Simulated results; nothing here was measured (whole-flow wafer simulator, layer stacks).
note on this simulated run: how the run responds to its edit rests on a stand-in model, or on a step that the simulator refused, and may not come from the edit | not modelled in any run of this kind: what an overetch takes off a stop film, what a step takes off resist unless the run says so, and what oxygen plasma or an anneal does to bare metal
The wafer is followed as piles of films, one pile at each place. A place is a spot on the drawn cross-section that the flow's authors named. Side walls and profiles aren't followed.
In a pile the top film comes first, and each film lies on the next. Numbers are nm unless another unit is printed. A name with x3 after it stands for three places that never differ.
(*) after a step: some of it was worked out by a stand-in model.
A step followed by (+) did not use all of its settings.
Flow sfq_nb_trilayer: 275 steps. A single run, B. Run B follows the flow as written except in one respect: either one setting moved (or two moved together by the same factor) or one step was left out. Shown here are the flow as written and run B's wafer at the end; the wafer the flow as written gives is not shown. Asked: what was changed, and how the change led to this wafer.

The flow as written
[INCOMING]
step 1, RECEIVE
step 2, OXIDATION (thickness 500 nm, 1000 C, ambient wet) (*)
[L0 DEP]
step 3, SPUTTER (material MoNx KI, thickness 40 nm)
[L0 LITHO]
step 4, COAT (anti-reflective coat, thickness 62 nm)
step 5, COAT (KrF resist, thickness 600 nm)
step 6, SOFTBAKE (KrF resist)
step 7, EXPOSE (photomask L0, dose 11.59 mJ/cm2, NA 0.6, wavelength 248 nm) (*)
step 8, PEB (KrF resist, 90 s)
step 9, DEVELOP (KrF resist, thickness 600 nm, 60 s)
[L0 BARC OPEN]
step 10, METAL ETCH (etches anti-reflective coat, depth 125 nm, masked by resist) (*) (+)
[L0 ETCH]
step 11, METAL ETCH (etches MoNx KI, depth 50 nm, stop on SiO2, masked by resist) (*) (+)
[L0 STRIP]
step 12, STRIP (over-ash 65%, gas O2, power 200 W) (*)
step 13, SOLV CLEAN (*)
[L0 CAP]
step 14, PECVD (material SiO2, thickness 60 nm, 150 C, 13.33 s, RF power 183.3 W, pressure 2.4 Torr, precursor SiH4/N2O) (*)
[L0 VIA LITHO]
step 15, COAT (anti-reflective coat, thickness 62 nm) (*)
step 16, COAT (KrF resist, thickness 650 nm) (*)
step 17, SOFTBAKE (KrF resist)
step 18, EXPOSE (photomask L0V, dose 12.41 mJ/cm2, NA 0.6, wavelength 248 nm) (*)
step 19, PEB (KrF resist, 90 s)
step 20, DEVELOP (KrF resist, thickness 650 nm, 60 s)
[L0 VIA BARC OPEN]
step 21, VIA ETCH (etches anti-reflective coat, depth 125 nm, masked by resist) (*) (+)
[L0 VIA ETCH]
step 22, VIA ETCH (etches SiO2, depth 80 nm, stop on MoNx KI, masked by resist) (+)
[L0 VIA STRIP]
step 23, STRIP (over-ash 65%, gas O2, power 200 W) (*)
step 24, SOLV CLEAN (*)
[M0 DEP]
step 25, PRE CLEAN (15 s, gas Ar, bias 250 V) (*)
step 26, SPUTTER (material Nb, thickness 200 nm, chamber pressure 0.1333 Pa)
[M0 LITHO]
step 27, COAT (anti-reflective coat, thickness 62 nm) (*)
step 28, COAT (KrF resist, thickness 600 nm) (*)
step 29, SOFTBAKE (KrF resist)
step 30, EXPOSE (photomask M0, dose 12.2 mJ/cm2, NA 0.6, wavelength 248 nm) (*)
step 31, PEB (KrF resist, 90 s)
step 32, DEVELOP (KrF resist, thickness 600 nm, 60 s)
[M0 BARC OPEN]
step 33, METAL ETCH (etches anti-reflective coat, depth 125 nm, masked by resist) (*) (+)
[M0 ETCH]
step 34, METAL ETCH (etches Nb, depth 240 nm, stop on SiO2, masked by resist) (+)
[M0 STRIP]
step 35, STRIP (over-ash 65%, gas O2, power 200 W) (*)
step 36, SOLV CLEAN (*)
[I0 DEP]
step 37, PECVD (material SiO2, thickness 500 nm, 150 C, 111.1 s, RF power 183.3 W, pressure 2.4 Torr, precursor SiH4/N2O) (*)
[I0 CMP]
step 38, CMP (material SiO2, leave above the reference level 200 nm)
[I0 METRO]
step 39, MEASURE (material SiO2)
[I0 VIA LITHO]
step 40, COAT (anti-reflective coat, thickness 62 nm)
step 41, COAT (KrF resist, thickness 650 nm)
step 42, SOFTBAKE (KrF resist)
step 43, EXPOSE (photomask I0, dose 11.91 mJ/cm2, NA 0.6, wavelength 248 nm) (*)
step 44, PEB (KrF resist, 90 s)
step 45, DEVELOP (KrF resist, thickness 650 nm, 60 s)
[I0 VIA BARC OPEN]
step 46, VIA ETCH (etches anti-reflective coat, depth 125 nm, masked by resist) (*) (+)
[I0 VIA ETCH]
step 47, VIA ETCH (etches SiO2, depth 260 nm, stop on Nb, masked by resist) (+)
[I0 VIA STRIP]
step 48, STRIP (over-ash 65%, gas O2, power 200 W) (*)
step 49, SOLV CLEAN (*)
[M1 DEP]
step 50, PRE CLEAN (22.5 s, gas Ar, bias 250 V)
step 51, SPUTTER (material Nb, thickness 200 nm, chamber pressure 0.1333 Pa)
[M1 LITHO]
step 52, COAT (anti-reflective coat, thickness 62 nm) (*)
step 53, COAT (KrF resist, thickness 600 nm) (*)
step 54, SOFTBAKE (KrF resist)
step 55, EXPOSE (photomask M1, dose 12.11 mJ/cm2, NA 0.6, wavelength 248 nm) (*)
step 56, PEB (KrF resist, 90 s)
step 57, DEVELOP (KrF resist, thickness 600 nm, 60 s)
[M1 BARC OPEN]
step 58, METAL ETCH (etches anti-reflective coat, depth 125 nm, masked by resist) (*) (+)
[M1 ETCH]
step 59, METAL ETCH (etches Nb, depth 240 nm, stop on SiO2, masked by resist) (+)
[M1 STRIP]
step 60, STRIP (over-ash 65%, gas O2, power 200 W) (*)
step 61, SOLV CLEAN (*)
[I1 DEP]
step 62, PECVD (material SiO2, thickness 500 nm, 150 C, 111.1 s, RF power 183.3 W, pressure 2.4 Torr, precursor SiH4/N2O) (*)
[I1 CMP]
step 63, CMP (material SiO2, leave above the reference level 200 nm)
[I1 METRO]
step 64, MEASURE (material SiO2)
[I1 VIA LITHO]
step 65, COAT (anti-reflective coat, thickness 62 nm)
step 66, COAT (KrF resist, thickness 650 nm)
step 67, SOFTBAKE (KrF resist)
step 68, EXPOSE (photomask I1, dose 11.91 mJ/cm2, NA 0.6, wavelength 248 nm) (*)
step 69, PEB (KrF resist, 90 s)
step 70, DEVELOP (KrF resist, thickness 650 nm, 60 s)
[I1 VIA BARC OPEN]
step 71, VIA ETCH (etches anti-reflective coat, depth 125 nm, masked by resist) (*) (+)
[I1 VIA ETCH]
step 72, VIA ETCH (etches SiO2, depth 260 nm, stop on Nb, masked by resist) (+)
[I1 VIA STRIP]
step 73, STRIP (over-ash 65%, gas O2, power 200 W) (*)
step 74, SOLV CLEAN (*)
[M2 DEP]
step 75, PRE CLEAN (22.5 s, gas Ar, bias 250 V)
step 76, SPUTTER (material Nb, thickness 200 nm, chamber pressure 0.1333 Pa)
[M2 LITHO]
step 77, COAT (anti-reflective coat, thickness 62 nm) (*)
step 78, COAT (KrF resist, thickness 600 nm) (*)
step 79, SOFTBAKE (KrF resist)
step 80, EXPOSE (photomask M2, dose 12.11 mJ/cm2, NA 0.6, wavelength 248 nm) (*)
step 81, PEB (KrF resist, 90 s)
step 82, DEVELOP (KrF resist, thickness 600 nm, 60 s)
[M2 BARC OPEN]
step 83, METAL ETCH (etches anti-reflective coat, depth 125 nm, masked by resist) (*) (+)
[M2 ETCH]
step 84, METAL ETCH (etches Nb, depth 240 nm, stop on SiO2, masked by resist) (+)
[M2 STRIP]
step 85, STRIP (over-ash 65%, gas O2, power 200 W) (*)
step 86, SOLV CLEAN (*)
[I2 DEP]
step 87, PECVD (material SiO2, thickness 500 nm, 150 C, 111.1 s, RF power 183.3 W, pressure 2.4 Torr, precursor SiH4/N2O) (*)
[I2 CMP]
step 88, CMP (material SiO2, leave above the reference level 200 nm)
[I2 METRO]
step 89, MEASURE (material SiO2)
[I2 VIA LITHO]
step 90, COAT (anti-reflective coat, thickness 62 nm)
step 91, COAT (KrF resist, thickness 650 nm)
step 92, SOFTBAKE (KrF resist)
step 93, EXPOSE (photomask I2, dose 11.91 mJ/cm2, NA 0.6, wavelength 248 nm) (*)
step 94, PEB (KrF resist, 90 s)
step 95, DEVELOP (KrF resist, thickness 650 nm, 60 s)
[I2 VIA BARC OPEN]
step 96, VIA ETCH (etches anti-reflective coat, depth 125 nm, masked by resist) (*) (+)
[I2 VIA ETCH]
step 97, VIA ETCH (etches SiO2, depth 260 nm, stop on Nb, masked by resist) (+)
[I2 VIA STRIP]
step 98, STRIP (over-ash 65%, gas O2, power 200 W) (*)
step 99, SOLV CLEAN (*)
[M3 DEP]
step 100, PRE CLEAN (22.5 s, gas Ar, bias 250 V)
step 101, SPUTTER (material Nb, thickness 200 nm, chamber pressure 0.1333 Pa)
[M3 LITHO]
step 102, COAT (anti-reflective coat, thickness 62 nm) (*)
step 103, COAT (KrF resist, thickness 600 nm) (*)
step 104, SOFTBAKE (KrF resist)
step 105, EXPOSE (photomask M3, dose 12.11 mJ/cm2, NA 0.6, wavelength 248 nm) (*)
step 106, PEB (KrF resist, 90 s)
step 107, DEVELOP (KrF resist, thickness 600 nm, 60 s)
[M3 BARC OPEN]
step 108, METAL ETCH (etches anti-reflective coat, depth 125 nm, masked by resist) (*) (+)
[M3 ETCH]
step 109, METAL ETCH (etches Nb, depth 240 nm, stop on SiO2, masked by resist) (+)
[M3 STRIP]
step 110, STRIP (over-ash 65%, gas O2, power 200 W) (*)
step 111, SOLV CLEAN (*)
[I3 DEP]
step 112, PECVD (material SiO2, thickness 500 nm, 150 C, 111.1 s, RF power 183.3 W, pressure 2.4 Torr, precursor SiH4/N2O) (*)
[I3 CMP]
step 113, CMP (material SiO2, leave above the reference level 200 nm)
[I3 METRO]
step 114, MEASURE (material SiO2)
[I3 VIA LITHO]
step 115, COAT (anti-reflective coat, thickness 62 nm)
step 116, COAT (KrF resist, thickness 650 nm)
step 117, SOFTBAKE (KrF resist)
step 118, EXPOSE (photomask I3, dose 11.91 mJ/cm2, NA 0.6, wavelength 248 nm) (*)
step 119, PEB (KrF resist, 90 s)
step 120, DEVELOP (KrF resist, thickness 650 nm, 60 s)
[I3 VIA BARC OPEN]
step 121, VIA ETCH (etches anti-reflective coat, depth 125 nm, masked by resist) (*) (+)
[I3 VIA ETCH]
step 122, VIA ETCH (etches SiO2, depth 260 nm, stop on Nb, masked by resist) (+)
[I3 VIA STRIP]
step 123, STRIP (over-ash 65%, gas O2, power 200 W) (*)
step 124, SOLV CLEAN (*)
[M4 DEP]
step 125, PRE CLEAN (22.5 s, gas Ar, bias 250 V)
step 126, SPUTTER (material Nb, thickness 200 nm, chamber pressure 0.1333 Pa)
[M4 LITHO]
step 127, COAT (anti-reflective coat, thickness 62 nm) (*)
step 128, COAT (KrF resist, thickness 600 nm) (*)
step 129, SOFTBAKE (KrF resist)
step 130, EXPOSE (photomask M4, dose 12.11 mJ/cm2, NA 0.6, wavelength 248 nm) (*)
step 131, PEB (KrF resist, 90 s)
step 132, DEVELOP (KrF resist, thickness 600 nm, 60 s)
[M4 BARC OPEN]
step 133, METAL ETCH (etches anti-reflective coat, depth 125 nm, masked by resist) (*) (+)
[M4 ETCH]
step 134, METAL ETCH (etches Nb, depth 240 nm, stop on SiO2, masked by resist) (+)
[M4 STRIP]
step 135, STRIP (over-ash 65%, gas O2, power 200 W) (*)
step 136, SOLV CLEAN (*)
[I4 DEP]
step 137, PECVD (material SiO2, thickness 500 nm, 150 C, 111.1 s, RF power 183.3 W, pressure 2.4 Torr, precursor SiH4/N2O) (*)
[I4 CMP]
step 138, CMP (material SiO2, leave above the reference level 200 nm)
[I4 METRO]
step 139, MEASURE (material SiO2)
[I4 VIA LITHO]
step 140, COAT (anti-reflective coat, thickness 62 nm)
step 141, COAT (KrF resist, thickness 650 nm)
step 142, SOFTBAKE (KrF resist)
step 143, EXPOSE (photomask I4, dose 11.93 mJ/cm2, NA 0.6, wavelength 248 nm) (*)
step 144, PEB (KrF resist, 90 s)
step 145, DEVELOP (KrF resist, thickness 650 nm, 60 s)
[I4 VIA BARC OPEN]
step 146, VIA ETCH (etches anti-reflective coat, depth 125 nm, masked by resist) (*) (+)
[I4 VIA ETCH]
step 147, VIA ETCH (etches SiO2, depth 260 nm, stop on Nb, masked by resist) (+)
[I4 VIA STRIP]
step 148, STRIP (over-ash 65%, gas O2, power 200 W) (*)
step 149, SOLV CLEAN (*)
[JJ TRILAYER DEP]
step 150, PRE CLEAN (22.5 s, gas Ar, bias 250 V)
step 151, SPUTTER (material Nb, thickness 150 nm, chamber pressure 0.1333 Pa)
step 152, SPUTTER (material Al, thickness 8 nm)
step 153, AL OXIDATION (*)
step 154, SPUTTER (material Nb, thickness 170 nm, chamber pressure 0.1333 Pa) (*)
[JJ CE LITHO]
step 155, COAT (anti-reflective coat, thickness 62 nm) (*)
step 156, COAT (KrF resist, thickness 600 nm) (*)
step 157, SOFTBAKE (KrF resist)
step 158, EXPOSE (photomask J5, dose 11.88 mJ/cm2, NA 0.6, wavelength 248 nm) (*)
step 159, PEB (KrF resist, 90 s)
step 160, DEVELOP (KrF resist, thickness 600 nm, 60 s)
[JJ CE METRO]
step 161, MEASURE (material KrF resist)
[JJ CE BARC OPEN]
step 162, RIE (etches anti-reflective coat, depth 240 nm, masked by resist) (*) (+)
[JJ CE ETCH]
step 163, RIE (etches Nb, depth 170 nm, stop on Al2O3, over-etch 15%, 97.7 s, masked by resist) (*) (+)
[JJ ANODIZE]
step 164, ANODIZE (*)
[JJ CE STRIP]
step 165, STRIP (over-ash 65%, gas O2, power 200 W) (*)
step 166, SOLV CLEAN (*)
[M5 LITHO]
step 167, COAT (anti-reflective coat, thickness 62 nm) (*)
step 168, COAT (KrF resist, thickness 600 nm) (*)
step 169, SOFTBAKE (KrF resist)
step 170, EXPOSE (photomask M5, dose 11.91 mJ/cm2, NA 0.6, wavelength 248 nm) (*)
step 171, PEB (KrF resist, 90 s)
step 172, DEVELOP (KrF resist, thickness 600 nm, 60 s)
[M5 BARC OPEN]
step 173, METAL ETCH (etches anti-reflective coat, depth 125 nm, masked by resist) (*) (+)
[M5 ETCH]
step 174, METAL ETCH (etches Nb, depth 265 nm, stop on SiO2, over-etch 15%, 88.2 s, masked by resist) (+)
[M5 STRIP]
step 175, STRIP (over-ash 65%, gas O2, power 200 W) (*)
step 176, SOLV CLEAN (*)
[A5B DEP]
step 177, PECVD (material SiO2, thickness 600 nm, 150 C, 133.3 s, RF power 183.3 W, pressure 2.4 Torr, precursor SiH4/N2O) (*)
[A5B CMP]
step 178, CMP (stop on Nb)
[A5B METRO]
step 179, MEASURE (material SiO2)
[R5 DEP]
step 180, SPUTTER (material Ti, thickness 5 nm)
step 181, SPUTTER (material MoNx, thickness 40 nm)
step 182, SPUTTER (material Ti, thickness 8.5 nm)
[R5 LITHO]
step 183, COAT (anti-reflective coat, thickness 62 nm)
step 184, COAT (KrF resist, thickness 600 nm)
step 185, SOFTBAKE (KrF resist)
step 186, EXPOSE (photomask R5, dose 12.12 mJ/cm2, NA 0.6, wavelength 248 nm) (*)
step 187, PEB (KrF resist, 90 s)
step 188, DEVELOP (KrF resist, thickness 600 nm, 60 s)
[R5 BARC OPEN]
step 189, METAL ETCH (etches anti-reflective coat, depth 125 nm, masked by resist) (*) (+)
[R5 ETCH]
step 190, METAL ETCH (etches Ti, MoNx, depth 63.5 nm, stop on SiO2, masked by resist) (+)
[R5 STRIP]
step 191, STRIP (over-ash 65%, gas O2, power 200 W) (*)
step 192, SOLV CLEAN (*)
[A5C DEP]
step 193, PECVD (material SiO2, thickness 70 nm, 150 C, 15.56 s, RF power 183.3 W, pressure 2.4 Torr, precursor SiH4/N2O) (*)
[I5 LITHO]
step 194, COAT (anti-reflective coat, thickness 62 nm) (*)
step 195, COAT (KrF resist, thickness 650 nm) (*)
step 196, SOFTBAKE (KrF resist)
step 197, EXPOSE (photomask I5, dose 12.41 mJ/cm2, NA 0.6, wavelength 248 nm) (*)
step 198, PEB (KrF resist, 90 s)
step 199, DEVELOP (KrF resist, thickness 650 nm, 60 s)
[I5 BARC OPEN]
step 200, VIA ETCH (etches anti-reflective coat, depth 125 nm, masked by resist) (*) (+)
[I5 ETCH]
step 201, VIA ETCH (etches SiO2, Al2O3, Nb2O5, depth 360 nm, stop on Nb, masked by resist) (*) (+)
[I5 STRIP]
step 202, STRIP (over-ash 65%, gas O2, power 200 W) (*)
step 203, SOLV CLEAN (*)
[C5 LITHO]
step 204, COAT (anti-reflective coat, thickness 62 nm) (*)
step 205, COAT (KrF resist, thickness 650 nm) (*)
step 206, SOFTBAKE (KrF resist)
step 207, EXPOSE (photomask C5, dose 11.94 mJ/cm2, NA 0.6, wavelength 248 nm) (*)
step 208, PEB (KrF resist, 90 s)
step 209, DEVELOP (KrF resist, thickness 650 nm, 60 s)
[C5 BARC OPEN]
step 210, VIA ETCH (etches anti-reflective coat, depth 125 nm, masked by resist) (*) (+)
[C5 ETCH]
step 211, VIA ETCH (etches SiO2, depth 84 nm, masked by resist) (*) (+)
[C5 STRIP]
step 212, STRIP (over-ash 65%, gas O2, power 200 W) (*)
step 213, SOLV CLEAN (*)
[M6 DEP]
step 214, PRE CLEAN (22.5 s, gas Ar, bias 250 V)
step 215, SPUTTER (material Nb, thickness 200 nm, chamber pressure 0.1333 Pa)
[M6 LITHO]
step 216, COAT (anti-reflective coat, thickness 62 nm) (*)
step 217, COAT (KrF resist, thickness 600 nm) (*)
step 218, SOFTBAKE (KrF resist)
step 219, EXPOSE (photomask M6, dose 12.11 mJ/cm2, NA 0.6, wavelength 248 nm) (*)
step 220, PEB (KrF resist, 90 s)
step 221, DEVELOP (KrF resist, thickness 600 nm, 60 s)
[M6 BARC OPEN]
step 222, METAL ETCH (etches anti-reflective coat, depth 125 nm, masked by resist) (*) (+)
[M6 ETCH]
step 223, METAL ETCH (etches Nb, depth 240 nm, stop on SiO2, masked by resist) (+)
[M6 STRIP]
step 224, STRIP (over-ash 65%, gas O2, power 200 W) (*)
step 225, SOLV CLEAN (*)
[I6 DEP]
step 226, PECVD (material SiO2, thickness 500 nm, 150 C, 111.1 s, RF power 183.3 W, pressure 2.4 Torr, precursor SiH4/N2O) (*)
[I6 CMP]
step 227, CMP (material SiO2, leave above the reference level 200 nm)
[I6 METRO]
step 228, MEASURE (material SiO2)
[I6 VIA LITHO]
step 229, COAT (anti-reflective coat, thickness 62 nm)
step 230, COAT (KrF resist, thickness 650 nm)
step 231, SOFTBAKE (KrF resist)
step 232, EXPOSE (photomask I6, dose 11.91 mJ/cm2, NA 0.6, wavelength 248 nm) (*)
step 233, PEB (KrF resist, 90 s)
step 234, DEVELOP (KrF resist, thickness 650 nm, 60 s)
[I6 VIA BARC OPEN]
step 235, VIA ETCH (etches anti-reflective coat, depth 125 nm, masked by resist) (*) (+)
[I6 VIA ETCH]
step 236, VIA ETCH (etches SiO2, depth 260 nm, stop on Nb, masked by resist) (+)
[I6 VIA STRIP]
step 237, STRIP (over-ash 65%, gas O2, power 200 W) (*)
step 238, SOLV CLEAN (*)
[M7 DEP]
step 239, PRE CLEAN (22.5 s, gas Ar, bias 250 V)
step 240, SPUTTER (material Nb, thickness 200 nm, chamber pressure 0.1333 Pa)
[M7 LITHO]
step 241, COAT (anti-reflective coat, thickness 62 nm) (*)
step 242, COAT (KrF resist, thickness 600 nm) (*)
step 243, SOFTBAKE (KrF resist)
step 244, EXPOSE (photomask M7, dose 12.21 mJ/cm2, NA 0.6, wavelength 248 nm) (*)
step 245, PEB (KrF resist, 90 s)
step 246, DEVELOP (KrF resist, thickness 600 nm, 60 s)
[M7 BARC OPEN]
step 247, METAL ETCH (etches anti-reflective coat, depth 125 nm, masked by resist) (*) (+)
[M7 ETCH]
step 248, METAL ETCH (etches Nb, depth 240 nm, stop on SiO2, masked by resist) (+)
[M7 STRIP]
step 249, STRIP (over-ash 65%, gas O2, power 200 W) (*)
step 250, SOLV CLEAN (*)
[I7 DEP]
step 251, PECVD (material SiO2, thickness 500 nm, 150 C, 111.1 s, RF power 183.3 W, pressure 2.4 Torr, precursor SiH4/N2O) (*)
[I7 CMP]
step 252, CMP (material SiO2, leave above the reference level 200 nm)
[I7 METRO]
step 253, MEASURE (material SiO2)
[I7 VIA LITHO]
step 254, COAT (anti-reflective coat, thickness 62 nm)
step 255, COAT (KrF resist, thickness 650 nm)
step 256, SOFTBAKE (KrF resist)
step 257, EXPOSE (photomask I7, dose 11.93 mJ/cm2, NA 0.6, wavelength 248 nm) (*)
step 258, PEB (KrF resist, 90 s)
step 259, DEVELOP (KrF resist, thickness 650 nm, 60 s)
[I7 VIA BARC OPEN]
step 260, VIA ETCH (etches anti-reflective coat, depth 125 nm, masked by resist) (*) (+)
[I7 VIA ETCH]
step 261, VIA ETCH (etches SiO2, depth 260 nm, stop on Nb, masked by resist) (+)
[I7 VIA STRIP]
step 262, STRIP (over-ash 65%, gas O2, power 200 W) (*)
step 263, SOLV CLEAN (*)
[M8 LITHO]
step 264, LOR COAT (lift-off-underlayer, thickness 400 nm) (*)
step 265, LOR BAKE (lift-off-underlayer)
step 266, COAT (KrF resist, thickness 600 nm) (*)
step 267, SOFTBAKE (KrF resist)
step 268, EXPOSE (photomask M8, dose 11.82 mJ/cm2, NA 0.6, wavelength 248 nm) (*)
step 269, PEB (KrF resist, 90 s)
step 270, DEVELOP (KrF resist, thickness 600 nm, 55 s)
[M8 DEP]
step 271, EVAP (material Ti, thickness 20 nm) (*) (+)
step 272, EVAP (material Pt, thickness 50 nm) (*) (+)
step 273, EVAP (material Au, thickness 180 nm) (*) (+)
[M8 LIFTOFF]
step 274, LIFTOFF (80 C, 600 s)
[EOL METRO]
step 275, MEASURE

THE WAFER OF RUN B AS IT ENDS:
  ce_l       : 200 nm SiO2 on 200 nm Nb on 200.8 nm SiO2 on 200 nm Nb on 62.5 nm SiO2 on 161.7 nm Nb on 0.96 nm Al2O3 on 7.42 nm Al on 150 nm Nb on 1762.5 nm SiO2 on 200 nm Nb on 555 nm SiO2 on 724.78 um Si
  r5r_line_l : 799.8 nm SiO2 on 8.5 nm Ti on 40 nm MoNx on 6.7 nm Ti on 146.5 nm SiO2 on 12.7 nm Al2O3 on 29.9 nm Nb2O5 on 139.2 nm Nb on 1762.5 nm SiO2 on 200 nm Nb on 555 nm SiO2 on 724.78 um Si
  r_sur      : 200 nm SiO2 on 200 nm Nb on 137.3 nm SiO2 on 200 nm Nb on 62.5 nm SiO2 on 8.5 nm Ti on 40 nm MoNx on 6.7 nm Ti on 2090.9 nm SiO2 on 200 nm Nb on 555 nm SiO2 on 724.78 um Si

What caused this: step 180, SPUTTER: thickness 6.7 nm was run, while the flow as written has thickness 5 nm.
One can read it off the wafer: r5r_line_l has Ti 6.7, and step 180 as written asks for 5 nm.

The path from the change to this, step by step:
  step 180, SPUTTER (material Ti, thickness 5 nm)
      field_l, v_sur, via_wl and 103 more: +6.7 Ti (new film) (it would be, as written: +5 Ti (new film))
  step 190, METAL ETCH (etches Ti, MoNx, depth 63.5 nm, stop on SiO2, masked by resist) (+)
      field_l, v_sur, via_wl and 92 more: -8.5 Ti (all of it), -40 MoNx (all of it), -6.7 Ti (all of it) (it would be, as written: -8.5 Ti (all of it), -40 MoNx (all of it), -5 Ti (all of it))
      ce_l, c5j, ce_r, wl_jj: -8.5 Ti (all of it), -40 MoNx (all of it), -6.7 Ti (all of it), -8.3 Nb (it would be, as written: -8.5 Ti (all of it), -40 MoNx (all of it), -5 Ti (all of it), -10 Nb)
